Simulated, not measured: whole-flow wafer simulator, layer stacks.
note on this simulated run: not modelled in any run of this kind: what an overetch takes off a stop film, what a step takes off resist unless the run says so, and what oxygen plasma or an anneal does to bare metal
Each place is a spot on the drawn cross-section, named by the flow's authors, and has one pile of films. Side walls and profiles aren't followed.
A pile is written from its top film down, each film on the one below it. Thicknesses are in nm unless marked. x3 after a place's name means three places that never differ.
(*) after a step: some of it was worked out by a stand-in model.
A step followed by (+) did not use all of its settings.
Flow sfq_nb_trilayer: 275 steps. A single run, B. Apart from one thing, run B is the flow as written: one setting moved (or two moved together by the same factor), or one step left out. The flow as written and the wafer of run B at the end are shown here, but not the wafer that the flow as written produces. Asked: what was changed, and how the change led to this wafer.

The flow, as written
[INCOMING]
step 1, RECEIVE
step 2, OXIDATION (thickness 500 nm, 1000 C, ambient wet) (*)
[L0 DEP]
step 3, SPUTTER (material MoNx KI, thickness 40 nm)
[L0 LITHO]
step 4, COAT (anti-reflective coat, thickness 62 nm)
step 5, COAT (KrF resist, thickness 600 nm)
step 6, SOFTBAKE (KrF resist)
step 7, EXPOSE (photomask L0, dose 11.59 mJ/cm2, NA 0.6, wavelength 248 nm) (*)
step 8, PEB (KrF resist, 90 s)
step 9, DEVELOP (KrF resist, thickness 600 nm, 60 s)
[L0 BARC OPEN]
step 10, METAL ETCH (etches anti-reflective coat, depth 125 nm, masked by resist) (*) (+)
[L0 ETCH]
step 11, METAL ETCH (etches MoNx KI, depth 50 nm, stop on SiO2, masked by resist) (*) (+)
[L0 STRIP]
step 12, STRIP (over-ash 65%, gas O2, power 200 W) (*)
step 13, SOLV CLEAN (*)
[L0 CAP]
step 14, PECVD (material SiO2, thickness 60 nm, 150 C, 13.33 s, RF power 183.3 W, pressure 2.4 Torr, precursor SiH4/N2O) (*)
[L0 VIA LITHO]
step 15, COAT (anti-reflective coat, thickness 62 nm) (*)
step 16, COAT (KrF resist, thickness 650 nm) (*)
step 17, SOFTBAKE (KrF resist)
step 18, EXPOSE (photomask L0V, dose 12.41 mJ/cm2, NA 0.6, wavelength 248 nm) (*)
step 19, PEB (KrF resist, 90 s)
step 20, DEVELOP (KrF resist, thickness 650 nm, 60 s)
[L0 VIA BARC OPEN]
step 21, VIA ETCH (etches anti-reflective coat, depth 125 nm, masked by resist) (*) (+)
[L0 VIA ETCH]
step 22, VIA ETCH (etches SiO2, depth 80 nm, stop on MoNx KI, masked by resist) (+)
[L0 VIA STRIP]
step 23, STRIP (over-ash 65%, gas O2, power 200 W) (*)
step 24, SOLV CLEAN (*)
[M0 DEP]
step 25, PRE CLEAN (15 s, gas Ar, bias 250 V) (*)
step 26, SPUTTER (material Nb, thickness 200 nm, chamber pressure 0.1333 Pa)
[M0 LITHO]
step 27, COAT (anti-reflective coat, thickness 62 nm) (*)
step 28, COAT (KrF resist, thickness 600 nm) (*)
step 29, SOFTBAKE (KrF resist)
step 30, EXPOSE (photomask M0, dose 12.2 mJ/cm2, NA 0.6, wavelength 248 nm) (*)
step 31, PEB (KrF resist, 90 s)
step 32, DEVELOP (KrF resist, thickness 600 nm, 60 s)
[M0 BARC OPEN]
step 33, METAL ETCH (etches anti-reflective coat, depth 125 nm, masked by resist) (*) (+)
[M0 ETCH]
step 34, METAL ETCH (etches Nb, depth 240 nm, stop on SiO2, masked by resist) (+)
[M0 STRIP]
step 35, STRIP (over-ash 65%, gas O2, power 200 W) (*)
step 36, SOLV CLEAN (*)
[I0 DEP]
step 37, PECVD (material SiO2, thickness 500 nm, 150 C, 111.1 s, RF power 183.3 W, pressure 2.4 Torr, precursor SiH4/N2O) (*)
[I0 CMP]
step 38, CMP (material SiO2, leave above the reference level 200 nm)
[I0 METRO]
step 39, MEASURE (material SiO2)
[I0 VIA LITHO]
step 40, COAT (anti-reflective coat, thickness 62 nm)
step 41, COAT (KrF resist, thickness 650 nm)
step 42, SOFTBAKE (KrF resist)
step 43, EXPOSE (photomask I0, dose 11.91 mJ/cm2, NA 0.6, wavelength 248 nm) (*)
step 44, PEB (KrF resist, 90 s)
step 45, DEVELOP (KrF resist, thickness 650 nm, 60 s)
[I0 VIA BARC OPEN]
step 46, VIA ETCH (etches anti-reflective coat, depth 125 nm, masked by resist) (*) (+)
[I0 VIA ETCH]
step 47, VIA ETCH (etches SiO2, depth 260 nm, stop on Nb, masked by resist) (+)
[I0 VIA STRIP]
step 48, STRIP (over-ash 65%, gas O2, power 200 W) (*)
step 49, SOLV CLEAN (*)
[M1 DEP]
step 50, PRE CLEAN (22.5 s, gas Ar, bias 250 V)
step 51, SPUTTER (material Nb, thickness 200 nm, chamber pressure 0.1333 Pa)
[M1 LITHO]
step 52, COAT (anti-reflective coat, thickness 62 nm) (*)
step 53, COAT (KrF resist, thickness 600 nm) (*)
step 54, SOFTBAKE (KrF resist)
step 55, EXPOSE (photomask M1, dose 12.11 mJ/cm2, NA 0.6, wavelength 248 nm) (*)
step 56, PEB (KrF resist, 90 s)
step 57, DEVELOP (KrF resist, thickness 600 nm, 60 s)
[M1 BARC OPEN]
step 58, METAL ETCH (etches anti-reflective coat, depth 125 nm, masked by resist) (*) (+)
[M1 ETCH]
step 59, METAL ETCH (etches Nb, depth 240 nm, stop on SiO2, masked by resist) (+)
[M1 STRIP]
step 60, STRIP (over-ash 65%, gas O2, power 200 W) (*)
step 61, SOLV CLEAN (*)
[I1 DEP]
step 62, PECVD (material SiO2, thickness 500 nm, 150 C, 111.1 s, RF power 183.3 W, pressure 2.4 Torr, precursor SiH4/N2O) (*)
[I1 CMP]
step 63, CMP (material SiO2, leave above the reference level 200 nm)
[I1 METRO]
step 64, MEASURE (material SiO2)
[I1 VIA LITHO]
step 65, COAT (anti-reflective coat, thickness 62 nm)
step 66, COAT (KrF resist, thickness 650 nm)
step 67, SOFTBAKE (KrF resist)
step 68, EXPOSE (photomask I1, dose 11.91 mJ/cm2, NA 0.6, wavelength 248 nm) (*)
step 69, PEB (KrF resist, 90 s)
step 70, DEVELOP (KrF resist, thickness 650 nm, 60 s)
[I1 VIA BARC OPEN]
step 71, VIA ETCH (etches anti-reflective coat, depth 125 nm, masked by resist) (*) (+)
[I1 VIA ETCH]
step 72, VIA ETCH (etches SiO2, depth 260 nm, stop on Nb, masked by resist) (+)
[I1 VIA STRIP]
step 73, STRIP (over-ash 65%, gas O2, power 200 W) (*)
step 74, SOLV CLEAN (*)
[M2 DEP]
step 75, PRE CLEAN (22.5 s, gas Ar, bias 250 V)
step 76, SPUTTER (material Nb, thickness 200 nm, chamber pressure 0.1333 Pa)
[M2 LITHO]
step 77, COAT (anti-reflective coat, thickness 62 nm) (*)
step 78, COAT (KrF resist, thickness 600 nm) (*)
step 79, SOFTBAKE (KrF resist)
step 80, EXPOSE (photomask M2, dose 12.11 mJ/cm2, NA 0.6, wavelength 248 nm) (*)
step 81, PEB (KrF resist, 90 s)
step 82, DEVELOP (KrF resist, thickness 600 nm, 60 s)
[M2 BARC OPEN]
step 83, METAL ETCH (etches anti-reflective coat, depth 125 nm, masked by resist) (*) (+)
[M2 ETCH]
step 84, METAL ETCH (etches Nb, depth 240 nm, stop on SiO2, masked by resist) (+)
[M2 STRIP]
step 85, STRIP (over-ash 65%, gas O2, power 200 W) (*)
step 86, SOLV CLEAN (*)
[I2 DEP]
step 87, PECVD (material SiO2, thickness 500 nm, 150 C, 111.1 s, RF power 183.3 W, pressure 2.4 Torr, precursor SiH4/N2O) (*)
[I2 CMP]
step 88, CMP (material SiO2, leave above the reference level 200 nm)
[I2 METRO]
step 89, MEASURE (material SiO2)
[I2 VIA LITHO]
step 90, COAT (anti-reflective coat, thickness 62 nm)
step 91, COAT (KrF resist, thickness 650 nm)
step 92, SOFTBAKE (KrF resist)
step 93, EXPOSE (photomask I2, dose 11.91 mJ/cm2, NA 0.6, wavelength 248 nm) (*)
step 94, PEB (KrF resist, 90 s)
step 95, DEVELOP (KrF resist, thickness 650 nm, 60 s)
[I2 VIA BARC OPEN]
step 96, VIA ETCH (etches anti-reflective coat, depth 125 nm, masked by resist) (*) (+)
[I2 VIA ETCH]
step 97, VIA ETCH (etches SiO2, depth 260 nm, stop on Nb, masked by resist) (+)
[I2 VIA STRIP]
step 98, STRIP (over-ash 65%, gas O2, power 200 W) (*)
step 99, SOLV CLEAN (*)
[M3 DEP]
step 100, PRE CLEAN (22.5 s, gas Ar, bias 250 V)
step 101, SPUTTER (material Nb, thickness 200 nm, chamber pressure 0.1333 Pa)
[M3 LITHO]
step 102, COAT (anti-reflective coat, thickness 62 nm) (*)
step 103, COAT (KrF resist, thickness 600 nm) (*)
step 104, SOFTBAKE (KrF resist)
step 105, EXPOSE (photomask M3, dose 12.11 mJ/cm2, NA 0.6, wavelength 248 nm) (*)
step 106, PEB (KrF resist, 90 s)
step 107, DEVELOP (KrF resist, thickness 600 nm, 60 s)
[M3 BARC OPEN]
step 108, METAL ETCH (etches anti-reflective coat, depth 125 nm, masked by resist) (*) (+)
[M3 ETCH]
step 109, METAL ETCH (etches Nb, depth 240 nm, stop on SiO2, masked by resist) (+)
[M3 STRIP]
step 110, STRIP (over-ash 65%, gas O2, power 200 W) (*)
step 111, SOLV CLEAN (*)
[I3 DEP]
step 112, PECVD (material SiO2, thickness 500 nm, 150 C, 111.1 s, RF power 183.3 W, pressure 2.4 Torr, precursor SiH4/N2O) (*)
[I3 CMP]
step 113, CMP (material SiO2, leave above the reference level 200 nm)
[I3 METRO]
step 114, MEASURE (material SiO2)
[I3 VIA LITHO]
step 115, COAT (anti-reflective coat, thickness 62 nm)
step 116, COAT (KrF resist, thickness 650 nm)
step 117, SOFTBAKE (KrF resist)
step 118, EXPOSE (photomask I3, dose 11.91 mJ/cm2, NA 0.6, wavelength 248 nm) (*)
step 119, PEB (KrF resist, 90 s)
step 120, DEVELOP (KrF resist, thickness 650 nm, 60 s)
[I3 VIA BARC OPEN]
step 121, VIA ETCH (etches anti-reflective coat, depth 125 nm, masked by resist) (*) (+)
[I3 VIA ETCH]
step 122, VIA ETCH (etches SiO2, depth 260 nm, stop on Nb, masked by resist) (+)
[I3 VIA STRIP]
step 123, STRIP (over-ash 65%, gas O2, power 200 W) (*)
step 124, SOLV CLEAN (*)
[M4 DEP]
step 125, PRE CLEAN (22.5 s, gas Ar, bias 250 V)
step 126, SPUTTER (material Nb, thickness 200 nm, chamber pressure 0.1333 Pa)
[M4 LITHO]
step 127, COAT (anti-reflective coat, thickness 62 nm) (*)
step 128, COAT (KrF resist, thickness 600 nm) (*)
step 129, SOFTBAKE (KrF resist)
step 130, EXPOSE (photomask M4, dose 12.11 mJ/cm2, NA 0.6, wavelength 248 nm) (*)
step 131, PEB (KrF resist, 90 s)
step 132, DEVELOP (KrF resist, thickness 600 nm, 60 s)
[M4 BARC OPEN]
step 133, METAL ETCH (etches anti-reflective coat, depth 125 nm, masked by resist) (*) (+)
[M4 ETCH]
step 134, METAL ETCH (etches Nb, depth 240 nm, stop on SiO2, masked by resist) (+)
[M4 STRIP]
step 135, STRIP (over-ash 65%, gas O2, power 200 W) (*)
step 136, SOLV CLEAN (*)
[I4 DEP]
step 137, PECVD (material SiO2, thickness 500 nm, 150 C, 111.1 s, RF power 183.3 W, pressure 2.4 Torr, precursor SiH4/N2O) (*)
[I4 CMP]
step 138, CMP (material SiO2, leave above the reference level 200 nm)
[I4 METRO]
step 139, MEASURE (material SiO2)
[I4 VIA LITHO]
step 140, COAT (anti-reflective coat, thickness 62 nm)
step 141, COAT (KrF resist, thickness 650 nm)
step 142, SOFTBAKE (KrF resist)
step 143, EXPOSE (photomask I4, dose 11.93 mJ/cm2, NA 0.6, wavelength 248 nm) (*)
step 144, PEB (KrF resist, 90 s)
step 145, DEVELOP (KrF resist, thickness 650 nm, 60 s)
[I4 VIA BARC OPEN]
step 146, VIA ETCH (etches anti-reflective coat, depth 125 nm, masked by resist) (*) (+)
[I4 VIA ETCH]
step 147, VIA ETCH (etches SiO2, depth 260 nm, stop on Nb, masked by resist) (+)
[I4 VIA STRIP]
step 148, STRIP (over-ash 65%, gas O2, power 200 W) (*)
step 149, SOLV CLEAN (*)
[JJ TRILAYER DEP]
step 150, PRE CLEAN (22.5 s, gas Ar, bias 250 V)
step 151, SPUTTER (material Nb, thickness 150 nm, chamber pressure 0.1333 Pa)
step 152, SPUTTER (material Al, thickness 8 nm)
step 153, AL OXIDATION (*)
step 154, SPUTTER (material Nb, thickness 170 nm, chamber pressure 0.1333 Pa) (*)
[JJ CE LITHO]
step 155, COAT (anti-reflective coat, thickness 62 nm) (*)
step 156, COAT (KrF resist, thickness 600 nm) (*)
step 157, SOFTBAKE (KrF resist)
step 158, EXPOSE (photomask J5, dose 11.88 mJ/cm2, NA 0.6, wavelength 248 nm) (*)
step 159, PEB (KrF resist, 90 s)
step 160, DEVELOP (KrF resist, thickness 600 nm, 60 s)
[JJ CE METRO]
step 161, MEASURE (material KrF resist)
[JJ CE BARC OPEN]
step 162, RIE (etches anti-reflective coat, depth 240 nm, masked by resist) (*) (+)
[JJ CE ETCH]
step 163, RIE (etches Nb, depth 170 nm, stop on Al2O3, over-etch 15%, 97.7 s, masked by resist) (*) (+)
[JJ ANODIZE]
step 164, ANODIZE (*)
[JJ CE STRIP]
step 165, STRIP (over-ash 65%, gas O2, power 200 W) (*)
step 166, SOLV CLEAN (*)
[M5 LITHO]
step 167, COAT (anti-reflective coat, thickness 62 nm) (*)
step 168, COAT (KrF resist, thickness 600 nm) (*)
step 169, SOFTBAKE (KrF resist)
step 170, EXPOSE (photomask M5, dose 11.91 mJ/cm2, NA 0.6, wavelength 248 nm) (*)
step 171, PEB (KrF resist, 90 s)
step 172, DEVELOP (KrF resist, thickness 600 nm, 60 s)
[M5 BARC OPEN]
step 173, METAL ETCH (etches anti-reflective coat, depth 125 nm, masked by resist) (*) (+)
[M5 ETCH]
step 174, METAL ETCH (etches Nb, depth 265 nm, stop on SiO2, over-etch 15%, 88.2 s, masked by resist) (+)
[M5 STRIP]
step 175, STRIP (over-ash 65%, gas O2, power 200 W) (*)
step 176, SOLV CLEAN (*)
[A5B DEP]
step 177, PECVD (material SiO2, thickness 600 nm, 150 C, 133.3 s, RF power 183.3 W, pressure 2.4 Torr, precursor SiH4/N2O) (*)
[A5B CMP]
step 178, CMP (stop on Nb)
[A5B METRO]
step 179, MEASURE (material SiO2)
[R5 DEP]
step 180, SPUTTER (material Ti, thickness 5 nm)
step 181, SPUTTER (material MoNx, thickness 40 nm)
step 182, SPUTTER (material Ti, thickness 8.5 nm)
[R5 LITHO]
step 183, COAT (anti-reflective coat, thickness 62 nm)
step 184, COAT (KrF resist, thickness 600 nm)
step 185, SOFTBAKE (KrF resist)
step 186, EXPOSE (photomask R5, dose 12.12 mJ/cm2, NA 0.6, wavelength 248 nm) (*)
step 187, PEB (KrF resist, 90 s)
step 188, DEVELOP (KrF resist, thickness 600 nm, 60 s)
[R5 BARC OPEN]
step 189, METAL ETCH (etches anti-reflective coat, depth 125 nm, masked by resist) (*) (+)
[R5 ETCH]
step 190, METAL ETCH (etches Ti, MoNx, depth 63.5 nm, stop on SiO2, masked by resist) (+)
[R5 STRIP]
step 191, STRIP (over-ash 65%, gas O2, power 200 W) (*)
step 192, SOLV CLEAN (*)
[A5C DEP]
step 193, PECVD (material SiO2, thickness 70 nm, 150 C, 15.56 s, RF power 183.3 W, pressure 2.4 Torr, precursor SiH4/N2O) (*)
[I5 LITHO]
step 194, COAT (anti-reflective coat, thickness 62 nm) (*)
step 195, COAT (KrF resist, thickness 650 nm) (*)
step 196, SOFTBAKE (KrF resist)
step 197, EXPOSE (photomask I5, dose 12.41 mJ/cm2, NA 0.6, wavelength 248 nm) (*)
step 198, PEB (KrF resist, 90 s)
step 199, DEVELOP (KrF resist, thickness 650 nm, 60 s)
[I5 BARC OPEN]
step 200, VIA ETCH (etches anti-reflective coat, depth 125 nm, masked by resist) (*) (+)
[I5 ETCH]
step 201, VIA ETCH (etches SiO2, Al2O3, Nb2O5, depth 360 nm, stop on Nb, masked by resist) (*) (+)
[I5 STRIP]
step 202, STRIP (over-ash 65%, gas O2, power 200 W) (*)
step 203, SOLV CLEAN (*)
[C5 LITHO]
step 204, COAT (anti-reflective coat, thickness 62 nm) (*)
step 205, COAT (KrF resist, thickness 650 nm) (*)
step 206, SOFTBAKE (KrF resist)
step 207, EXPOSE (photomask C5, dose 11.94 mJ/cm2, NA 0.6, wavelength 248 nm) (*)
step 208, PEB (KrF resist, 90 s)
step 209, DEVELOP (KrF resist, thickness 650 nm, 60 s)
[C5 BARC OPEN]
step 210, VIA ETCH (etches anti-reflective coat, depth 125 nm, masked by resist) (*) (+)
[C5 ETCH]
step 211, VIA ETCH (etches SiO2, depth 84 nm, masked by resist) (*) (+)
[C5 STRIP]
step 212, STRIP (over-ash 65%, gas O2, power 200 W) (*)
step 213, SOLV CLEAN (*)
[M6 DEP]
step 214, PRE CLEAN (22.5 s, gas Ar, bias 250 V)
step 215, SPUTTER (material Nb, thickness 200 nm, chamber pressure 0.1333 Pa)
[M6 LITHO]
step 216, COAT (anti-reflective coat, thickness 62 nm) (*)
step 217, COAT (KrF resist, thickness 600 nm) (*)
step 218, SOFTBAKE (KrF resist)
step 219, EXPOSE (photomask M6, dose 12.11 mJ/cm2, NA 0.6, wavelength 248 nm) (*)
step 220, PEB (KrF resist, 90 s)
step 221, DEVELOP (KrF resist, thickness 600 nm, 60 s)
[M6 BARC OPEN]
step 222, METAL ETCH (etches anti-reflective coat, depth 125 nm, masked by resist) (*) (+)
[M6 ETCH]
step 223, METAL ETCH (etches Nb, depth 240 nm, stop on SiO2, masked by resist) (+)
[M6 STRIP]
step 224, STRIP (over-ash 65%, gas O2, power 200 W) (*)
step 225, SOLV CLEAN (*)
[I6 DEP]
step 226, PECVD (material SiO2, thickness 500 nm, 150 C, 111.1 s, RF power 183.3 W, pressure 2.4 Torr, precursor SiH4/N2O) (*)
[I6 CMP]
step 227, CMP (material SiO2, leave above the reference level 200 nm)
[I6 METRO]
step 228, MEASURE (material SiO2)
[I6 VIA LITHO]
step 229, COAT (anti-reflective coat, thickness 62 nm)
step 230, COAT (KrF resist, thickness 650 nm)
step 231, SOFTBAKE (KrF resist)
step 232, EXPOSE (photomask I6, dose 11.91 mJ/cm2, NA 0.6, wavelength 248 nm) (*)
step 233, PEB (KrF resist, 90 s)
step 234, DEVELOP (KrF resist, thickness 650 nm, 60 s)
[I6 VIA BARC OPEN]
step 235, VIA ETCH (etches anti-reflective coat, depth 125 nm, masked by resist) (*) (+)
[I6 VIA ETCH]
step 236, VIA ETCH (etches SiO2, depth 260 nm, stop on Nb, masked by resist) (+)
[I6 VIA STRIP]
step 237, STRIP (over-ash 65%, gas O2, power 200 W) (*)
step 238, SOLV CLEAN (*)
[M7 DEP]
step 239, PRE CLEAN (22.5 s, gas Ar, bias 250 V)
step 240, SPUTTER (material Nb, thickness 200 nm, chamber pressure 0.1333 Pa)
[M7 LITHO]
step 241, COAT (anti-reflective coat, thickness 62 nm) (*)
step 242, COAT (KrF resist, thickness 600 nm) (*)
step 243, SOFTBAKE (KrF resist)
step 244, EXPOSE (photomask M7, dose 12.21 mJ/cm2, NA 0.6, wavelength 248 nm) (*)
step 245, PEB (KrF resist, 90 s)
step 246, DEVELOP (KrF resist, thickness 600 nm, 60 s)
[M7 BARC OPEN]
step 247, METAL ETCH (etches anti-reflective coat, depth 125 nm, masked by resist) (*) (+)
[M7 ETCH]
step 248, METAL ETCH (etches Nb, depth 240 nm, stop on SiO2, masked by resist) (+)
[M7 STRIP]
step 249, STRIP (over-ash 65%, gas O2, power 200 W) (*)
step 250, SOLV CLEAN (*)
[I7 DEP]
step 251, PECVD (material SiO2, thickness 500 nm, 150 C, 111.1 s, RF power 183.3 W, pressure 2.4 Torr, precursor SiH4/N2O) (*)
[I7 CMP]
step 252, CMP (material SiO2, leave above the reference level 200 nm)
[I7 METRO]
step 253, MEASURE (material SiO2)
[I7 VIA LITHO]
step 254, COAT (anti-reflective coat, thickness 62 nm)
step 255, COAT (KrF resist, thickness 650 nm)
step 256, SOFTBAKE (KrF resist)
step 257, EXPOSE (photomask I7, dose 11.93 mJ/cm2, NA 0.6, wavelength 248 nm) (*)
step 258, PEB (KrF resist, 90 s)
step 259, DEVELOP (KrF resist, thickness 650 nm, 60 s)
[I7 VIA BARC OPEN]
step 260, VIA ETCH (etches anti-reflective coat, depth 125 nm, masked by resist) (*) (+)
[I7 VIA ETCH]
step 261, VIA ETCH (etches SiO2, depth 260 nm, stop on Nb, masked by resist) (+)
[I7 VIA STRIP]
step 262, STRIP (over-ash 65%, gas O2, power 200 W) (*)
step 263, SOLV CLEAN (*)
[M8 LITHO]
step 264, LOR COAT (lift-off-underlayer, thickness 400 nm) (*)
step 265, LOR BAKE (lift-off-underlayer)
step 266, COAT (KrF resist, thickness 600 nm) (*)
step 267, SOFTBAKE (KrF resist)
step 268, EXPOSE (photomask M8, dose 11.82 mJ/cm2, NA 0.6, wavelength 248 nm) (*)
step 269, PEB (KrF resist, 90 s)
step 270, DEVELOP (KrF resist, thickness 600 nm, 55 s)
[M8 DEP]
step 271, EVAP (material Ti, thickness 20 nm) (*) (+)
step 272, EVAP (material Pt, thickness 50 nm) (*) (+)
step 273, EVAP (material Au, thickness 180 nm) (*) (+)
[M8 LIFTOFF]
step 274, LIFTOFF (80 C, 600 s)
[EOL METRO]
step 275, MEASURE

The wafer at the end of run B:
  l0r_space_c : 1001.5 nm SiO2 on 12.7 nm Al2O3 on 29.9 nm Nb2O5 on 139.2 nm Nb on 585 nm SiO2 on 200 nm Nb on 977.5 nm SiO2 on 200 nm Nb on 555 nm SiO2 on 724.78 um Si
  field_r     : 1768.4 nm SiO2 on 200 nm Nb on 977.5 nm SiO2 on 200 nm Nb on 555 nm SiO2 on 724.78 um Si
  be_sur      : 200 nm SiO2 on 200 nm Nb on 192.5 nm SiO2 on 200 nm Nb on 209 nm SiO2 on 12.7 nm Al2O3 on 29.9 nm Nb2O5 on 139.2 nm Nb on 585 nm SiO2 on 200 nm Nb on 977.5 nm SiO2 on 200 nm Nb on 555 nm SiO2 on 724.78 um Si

What caused this: step 109, METAL ETCH: etches Nb, depth 240 nm, stop on SiO2, masked by resist (+), was not run.

How this came from the change, step by step:
  step 110, STRIP (over-ash 65%, gas O2, power 200 W) (*)
      p4_w1, p4_w2, p4_w3 and 21 more: KrF resist loses 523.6 (all of it), anti-reflective coat loses 62 (all of it) (as written it would have been: KrF resist loses 382.4 (all of it), anti-reflective coat loses 62 (all of it))
      via_wl, via_wr: KrF resist loses 525.4 (all of it), anti-reflective coat loses 34.2 (all of it) (as written it would have been: KrF resist loses 384.2 (all of it), anti-reflective coat loses 34.2 (all of it))
      (also at 5 further places)
  step 112, PECVD (material SiO2, thickness 500 nm, 150 C, 111.1 s, RF power 183.3 W, pressure 2.4 Torr, precursor SiH4/N2O) (*)
      field_l, be, be_sur and 64 more: SiO2 gains 500 (new film) (as written it would have been: SiO2 gains 500)
      p4_g1, p4_g2, p3_s0, p3_s1, p3_s2, p3_s3, p3_s4, p3_s5: SiO2 gains 500 (new film) (as written it would have been: SiO2 gains 557.1)
  step 113, CMP (material SiO2, leave above the reference level 200 nm)
      field_l, be, be_sur and 64 more: SiO2 loses 300 (as written it would have been: SiO2 loses 100)
      p4_g1, p4_g2, p3_s0, p3_s1, p3_s2, p3_s3, p3_s4, p3_s5: SiO2 loses 300 (as written it would have been: SiO2 loses 157.1)
If metal films that touch count as one body, l0r_space_c has 3 bodies (between them, from the top down: SiO2 585; SiO2 977.5); the flow as written gives 2 bodies (between them, from the top down: SiO2 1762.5).
If metal films that touch count as one body, field_r has 2 bodies (between them, from the top down: SiO2 977.5); the flow as written gives 1 body.
If metal films that touch count as one body, be_sur has 5 bodies (between them, from the top down: SiO2 192.5; SiO2 209 / Al2O3 12.7 / Nb2O5 29.9; SiO2 585; SiO2 977.5); the flow as written gives 4 bodies (between them, from the top down: SiO2 192.5; SiO2 209 / Al2O3 12.7 / Nb2O5 29.9; SiO2 1762.5).
